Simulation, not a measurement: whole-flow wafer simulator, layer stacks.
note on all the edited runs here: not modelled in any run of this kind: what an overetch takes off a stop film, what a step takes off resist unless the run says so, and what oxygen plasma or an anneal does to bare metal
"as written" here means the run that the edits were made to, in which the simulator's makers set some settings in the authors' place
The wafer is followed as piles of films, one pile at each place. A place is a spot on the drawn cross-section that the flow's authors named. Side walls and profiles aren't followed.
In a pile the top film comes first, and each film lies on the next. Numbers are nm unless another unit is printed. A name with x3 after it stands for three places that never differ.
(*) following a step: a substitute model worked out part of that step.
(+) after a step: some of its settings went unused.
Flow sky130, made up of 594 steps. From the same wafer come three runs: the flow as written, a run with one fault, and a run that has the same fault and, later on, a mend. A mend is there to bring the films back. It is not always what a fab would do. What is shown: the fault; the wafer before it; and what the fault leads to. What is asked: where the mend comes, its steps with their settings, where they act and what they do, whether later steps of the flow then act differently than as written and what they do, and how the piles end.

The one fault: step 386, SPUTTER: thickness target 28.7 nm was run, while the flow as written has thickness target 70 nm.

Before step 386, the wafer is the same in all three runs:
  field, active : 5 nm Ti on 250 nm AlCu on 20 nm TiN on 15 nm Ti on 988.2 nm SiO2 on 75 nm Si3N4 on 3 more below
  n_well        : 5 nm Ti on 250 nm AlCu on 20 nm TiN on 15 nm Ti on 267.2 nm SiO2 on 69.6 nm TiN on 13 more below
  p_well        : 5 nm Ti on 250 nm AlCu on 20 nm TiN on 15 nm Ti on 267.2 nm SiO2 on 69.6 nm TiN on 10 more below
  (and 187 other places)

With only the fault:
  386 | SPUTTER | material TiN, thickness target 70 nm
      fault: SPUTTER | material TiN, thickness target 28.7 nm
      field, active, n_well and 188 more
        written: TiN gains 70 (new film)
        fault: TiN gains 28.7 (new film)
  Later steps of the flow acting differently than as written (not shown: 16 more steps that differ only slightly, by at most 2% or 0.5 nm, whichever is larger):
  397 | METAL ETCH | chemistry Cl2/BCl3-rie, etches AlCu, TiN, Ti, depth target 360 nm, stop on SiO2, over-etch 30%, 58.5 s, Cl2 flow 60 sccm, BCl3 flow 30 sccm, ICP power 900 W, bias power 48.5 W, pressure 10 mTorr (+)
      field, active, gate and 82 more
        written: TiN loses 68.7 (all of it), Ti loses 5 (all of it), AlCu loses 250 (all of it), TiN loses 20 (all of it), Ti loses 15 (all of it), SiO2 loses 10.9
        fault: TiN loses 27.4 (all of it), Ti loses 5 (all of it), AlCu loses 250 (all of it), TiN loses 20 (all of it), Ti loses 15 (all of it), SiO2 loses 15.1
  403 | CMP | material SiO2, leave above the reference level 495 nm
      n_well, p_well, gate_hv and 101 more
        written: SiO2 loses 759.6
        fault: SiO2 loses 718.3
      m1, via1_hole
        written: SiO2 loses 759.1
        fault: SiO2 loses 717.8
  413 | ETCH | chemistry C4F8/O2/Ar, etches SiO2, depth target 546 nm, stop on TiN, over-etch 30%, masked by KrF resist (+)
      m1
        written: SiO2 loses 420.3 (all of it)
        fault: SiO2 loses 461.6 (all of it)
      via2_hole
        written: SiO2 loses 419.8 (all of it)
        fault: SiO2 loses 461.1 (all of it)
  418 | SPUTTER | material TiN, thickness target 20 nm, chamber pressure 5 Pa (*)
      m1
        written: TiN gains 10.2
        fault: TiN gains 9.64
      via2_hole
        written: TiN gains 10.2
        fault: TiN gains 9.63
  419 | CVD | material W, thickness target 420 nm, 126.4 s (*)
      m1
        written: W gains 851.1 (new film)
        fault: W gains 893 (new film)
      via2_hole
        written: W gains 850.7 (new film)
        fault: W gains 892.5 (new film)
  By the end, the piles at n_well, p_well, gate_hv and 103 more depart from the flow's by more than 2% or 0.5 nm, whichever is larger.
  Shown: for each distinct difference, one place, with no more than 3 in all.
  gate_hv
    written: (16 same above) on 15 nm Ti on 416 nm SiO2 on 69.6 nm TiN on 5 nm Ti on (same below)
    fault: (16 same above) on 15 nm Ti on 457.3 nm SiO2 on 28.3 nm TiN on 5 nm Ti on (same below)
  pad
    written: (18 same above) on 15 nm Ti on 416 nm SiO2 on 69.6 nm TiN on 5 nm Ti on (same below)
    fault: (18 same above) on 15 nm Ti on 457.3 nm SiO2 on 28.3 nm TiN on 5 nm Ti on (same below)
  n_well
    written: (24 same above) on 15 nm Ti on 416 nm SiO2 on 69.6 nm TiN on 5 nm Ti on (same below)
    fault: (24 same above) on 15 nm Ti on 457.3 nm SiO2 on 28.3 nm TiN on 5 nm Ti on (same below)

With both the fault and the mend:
  The mend follows step 386.
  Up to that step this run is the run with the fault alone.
  386a | SPUTTER | material TiN, thickness target 41.3 nm (a further turn of the flow's step 386, with different settings)
      field, active, n_well and 188 more
        TiN gains 41.3
  Every later step of the flow that is run acts as written at every place that is followed.
  The piles end the same as the flow's at every place that both follow.
